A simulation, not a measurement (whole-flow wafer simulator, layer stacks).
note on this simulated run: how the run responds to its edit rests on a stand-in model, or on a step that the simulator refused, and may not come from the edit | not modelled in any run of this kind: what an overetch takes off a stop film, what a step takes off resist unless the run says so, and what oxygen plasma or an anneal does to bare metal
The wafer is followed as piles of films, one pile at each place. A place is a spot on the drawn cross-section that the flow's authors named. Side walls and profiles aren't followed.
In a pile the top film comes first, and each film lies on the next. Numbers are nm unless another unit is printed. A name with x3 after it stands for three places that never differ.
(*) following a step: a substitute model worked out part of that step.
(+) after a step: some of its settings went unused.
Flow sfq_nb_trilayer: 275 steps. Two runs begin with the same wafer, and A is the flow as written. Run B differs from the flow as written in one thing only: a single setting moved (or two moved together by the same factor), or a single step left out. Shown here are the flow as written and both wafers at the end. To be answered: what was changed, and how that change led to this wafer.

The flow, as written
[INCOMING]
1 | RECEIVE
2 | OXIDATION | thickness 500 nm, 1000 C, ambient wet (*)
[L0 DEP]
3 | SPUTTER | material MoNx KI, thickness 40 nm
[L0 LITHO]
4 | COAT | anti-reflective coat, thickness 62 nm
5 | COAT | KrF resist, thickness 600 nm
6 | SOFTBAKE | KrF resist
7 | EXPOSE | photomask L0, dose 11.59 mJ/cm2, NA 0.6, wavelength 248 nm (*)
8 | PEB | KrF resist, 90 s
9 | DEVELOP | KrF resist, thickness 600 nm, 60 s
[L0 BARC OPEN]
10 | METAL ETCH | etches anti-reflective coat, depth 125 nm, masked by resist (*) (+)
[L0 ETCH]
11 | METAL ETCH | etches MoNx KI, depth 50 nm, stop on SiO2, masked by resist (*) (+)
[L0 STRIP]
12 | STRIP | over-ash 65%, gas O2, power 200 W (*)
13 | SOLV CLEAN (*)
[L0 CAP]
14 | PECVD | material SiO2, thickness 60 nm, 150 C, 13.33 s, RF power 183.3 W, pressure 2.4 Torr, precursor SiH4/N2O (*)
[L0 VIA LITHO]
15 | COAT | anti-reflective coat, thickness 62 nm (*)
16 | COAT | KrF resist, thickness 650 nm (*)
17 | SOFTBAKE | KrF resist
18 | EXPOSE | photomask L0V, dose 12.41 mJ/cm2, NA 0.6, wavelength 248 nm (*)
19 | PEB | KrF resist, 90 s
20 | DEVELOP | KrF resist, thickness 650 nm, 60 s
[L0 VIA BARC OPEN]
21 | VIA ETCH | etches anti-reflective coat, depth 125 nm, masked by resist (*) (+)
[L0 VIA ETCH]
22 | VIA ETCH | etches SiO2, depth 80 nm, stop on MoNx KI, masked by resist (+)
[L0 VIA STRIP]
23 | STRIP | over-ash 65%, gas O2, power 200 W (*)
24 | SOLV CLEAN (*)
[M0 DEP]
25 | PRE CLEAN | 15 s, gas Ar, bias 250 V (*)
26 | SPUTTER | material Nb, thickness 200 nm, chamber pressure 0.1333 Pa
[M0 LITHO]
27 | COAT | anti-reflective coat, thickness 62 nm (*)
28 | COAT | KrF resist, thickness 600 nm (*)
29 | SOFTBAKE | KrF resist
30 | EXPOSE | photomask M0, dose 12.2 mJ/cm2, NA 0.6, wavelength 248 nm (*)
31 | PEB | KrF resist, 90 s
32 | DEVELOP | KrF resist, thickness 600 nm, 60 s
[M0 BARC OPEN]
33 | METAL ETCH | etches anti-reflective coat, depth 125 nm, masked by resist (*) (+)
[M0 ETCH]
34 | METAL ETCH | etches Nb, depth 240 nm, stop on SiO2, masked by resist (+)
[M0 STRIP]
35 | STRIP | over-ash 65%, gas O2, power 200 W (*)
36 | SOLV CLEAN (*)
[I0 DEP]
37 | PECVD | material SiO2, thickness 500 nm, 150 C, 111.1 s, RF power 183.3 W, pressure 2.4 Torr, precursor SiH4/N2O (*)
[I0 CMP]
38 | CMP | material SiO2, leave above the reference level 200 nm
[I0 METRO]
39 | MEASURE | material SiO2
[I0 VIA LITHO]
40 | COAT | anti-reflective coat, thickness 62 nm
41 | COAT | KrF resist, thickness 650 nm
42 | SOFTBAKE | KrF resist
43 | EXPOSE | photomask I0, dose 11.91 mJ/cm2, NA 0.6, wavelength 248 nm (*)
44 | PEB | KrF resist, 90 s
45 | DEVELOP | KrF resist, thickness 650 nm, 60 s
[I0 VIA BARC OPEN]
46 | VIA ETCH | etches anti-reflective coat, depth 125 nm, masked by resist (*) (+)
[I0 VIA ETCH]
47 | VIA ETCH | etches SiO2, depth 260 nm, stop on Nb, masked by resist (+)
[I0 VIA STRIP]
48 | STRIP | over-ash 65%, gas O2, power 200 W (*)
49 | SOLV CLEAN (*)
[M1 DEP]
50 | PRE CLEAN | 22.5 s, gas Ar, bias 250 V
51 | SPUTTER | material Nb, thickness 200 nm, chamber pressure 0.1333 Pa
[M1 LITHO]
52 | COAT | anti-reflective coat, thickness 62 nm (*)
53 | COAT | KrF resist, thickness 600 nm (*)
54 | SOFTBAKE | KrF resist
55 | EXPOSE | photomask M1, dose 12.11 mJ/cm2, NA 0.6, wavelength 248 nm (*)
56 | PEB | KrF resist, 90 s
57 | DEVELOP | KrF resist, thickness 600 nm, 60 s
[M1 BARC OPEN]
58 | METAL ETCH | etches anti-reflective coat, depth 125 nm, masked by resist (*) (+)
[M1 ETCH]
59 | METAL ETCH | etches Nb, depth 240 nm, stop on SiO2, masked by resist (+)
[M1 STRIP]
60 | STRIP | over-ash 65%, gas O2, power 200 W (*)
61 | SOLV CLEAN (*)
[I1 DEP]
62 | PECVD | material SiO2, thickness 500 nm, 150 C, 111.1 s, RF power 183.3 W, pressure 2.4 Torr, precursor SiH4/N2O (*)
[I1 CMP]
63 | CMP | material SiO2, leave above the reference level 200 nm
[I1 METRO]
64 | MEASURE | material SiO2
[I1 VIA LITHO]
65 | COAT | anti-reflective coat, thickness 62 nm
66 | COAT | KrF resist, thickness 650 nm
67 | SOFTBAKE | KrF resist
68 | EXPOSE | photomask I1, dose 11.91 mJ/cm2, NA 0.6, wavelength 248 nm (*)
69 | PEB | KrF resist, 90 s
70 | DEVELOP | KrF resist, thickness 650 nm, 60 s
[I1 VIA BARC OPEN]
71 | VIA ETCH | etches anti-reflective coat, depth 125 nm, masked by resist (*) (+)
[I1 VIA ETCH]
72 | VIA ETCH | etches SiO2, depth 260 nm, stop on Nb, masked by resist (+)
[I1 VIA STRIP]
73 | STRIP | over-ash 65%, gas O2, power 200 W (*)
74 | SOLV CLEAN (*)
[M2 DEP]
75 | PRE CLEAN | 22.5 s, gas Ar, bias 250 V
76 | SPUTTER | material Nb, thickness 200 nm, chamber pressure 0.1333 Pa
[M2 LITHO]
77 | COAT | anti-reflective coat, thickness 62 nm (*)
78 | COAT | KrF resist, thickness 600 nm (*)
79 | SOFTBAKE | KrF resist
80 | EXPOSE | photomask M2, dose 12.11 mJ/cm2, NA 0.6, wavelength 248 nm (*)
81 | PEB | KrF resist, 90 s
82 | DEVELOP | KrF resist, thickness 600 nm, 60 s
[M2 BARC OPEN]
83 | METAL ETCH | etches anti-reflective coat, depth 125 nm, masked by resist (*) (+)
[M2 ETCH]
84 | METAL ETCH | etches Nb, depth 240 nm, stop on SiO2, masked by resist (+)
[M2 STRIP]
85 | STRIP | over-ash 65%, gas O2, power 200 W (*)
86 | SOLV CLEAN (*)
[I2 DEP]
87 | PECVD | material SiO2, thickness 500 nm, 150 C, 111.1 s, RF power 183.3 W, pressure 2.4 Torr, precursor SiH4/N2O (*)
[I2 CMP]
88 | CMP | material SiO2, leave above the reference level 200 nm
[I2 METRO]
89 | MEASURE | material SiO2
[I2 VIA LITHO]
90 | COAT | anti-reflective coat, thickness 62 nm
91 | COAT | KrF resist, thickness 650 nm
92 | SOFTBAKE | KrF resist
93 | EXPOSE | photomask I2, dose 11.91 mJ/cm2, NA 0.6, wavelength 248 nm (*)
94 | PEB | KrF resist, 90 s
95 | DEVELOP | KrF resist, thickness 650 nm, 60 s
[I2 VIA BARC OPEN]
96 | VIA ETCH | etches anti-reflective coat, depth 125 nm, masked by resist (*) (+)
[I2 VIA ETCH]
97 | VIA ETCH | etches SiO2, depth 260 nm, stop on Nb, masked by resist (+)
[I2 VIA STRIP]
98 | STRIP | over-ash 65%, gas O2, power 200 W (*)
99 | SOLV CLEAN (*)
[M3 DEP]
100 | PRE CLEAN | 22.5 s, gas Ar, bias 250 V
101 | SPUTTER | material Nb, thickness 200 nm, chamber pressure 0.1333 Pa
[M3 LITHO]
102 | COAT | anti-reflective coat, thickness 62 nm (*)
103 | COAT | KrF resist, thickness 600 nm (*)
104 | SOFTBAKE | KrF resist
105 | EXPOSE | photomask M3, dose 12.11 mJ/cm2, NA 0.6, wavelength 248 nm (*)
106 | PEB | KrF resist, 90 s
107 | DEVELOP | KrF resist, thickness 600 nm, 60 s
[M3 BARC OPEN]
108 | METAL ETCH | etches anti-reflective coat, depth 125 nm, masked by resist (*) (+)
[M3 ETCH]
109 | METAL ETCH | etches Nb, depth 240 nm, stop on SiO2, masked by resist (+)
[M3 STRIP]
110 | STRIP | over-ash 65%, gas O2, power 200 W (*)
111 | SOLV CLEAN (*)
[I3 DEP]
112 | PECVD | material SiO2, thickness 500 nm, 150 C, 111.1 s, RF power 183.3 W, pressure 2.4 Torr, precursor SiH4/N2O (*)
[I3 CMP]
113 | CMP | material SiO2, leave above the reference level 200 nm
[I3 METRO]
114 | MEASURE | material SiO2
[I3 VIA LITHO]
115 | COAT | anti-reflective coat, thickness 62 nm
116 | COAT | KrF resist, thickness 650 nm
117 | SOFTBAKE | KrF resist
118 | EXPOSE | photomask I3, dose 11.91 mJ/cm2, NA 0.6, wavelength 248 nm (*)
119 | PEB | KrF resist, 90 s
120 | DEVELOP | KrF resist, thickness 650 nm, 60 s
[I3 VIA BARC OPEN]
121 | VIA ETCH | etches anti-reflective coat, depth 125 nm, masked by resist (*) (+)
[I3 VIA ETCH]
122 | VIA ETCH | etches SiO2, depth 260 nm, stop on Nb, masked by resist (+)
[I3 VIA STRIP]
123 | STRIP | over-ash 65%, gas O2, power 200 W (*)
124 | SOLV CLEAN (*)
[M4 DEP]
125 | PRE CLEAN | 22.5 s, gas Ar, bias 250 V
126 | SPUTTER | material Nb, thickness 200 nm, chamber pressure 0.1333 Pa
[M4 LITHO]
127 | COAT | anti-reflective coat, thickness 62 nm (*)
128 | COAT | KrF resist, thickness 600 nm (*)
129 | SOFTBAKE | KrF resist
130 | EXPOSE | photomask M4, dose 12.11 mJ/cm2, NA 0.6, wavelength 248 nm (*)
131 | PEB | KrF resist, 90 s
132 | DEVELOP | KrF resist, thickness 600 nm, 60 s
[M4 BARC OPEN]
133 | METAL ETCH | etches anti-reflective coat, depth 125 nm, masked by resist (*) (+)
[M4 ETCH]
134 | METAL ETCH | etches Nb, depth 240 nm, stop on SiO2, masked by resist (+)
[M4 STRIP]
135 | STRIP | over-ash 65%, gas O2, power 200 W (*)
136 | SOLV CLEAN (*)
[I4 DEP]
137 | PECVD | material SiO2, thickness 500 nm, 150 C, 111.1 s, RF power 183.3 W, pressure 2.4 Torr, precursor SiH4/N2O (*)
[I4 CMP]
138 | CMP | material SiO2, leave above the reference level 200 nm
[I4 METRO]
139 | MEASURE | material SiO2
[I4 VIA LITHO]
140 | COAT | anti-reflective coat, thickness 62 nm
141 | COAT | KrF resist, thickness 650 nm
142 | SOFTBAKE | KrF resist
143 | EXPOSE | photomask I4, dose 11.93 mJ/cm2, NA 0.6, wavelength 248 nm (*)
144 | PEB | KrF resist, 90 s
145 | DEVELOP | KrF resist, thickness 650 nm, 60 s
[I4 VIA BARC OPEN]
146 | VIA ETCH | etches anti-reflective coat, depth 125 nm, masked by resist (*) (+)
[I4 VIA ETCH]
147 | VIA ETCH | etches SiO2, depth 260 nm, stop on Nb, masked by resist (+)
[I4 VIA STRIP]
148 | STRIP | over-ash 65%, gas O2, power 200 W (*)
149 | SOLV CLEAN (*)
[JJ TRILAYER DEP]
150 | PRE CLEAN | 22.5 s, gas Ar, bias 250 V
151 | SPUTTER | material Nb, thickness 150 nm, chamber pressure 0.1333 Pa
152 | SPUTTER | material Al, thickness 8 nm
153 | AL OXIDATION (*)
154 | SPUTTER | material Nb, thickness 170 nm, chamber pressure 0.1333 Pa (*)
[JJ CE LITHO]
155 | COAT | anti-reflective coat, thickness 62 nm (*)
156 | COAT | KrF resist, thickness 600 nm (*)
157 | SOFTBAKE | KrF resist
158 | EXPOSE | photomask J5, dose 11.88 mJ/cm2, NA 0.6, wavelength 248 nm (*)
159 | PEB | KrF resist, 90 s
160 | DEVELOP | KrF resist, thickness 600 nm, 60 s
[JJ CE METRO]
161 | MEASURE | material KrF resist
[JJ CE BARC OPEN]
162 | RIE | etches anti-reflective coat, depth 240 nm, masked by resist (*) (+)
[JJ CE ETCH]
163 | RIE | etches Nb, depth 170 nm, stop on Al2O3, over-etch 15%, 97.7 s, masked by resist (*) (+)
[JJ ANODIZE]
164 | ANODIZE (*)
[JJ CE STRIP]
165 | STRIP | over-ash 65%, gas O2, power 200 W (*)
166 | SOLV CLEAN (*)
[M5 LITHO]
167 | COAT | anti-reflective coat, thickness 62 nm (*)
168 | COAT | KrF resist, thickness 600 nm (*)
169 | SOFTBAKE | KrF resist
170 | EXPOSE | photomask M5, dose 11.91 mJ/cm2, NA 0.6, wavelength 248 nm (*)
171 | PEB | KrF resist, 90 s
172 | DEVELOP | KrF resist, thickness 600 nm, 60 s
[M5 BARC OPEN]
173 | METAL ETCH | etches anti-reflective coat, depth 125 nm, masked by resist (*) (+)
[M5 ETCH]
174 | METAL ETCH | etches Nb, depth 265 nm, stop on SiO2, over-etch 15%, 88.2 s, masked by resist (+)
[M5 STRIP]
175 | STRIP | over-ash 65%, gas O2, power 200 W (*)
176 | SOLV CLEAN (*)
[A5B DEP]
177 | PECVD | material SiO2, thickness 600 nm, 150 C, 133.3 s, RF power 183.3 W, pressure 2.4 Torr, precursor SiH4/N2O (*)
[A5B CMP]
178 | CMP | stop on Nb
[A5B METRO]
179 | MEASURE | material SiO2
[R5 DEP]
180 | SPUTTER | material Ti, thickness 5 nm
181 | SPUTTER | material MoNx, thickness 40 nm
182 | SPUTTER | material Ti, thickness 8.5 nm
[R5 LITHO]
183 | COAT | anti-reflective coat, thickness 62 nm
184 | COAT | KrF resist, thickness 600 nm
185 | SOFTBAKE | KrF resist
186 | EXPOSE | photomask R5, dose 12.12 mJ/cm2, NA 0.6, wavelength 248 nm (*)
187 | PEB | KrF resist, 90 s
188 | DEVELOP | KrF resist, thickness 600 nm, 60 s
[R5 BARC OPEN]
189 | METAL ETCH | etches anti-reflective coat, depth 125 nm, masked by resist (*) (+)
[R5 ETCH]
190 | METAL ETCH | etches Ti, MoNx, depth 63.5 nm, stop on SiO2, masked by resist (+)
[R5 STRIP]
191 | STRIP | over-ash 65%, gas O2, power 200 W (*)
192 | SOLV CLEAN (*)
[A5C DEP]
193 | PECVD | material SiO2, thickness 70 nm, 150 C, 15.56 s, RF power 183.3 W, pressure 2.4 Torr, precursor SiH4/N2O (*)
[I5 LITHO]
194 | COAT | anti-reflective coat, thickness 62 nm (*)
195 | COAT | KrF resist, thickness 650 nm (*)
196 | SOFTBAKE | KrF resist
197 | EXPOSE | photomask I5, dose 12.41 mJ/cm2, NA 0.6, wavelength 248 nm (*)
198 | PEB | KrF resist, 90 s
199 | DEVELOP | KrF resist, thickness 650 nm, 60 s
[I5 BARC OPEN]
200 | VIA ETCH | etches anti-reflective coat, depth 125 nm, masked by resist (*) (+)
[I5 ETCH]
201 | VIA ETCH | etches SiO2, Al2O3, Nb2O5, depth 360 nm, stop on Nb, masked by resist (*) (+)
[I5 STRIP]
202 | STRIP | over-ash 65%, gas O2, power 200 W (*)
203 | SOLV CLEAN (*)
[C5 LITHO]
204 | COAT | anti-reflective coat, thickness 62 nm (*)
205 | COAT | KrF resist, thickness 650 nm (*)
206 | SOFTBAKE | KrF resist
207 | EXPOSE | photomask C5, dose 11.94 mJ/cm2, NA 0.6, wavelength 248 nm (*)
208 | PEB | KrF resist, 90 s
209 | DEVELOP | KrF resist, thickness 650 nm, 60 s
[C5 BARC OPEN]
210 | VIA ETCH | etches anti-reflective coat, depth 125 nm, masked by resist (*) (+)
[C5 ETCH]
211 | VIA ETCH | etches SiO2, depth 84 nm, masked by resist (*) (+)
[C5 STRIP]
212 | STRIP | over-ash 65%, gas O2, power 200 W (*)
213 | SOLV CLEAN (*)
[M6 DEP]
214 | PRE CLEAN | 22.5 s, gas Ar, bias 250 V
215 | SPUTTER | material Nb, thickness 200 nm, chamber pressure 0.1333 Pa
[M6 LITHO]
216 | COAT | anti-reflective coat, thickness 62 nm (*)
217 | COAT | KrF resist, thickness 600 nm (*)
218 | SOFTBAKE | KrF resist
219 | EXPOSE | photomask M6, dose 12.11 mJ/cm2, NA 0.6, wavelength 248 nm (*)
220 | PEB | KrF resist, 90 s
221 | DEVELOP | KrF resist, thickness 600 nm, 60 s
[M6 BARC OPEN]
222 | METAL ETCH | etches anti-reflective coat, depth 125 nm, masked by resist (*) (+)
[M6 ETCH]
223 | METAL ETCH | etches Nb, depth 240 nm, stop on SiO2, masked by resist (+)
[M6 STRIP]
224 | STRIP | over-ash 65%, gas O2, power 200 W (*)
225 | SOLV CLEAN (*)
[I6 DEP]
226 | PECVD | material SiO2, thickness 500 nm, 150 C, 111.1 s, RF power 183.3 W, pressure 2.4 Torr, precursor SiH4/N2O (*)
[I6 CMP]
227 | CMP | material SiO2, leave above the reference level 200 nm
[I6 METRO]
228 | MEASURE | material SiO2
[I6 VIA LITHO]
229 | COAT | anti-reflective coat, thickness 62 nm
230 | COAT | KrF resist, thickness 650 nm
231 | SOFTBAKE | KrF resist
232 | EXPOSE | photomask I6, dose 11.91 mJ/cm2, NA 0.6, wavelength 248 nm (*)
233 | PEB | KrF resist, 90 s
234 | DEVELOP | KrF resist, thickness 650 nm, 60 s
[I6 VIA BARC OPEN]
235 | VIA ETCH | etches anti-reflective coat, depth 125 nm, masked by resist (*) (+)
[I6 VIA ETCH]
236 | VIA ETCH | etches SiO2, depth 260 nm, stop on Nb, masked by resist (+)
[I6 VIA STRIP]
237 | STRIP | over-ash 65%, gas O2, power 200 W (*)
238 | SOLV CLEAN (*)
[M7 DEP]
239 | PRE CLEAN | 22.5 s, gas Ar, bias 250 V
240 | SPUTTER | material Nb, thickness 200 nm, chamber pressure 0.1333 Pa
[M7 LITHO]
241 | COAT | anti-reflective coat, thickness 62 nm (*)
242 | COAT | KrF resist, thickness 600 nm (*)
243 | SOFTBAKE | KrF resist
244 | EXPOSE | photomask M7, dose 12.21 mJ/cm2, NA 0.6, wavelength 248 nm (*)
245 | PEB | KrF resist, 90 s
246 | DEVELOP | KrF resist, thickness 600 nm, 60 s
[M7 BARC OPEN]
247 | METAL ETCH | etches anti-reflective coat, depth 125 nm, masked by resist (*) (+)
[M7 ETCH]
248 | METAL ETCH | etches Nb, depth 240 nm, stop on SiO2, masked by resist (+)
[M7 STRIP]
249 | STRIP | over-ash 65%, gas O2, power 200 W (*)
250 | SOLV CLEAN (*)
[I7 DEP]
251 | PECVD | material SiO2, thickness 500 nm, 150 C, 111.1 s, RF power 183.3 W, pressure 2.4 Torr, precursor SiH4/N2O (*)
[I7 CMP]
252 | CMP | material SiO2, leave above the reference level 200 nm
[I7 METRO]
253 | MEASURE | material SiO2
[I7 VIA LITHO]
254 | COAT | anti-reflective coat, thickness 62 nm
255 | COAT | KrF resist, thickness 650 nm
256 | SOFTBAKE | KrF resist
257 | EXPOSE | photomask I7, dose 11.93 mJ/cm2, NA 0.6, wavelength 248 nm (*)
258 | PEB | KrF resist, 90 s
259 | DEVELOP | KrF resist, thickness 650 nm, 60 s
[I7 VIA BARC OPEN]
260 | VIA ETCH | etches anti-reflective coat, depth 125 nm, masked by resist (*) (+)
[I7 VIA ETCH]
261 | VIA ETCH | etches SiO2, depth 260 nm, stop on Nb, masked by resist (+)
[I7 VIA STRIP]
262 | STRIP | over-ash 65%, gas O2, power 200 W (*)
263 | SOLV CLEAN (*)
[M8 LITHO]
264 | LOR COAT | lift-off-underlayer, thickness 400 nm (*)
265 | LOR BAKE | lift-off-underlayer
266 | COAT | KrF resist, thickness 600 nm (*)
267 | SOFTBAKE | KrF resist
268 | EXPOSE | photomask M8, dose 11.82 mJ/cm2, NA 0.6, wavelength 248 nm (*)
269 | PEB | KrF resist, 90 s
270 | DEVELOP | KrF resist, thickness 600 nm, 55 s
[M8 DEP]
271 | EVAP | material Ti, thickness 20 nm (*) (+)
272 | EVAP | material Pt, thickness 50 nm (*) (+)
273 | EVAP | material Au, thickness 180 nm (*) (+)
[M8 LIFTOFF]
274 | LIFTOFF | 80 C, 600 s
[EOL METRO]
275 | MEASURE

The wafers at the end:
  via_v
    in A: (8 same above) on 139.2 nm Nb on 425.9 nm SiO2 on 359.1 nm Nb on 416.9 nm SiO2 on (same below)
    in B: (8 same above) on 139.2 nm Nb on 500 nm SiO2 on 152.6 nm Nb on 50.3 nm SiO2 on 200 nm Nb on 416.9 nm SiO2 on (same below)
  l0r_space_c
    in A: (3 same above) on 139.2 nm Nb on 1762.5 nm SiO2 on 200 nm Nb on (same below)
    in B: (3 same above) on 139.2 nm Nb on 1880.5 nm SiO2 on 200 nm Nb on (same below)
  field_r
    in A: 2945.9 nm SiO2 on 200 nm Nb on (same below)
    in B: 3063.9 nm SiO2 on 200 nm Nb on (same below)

Cause: step 113, CMP: leave above the reference level 318 nm was run, while the flow as written has leave above the reference level 200 nm.

How this came from the change, step by step:
  113 | CMP | material SiO2, leave above the reference level 200 nm
      field_l, be, be_sur and 64 more: A SiO2 loses 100 | B nothing
      v_sur, via_wl, via_wr and 27 more: A SiO2 loses 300 | B SiO2 loses 182
      (also at 9 further places)
  115 | COAT | anti-reflective coat, thickness 62 nm
      m0r_space_l, m0r_space_r, m6r_space_l, m6r_space_r, m7r_space_l, m7r_space_r: A anti-reflective coat gains 62 (new film) | B anti-reflective coat gains 64.7 (new film)
      via_wl, via_w, via_wr, via_sp, via_v: A anti-reflective coat gains 62 (new film) | B anti-reflective coat gains 60.6 (new film)
      (also at 31 further places)
  121 | VIA ETCH | etches anti-reflective coat, depth 125 nm, masked by resist (*) (+)
      field_l, v_sur, via_wl and 102 more: A KrF resist loses 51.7 | B KrF resist loses 50.5
      via_v: A anti-reflective coat loses 62 (all of it), SiO2 loses 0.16 | B anti-reflective coat loses 60.6 (all of it), SiO2 loses 0.15
  122 | VIA ETCH | etches SiO2, depth 260 nm, stop on Nb, masked by resist (+)
      via_v: A SiO2 loses 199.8 (all of it) | B SiO2 loses 260
  123 | STRIP | over-ash 65%, gas O2, power 200 W (*)
      m0r_space_l, m0r_space_r, m6r_space_l, m6r_space_r, m7r_space_l, m7r_space_r: A KrF resist loses 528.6 (all of it), anti-reflective coat loses 62 (all of it) | B KrF resist loses 531.5 (all of it), anti-reflective coat loses 64.7 (all of it)
      m5r_space_l, m5r_space_r: A KrF resist loses 528.6 (all of it), anti-reflective coat loses 62 (all of it) | B KrF resist loses 531.5 (all of it), anti-reflective coat loses 63.6 (all of it)
      (also at 33 further places)
  125 | PRE CLEAN | 22.5 s, gas Ar, bias 250 V
      via_v: A Nb loses 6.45 | B SiO2 loses 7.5
  126 | SPUTTER | material Nb, thickness 200 nm, chamber pressure 0.1333 Pa
      via_v: A Nb gains 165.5 | B Nb gains 152.6 (new film)
  127 | COAT | anti-reflective coat, thickness 62 nm (*)
      p4_fm, m0r_space_l, m0r_space_r, m6r_space_l, m6r_space_r, m7r_space_l, m7r_space_r: A anti-reflective coat gains 62 (new film) | B anti-reflective coat gains 64.3 (new film)
      p4_g1, p4_w2, p4_g2: A anti-reflective coat gains 62 (new film) | B anti-reflective coat gains 60.7 (new film)
      (also at 29 further places)
  128 | COAT | KrF resist, thickness 600 nm (*)
      via_v: A KrF resist gains 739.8 (new film) | B KrF resist gains 792.4 (new film)
  133 | METAL ETCH | etches anti-reflective coat, depth 125 nm, masked by resist (*) (+)
      m0r_space_l, m0r_space_r, m6r_space_l, m6r_space_r, m7r_space_l, m7r_space_r: A anti-reflective coat loses 62 (all of it) | B anti-reflective coat loses 64.3 (all of it)
      p3_fr, wl_f_sl: A anti-reflective coat loses 62 (all of it) | B anti-reflective coat loses 64.9 (all of it)
      (also at 15 further places)
  135 | STRIP | over-ash 65%, gas O2, power 200 W (*)
      v_sur: A KrF resist loses 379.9 (all of it), anti-reflective coat loses 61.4 (all of it) | B KrF resist loses 373 (all of it), anti-reflective coat loses 56.7 (all of it)
      via_wl: A KrF resist loses 379.4 (all of it), anti-reflective coat loses 61.3 (all of it) | B KrF resist loses 370.6 (all of it), anti-reflective coat loses 59.3 (all of it)
      (also at 15 further places)
  137 | PECVD | material SiO2, thickness 500 nm, 150 C, 111.1 s, RF power 183.3 W, pressure 2.4 Torr, precursor SiH4/N2O (*)
      via_v: A SiO2 gains 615 (new film) | B SiO2 gains 664.6 (new film)
  138 | CMP | material SiO2, leave above the reference level 200 nm
      field_l, be, be_sur and 55 more: A SiO2 loses 100 | B SiO2 loses 82
      ln_m5, lsp_m, ln_m6, p4_fl, p4_fm, p4_fr: A SiO2 loses 300 | B SiO2 loses 282
      (also at 4 further places)
If metal films that touch count as one body, via_v has 7 bodies (between them, from the top down: SiO2 437.8; SiO2 209 / Al2O3 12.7 / Nb2O5 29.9; SiO2 500; SiO2 50.3; SiO2 416.9; SiO2 192.5); the flow as written gives 6 bodies (between them, from the top down: SiO2 437.8; SiO2 209 / Al2O3 12.7 / Nb2O5 29.9; SiO2 425.9; SiO2 416.9; SiO2 192.5).
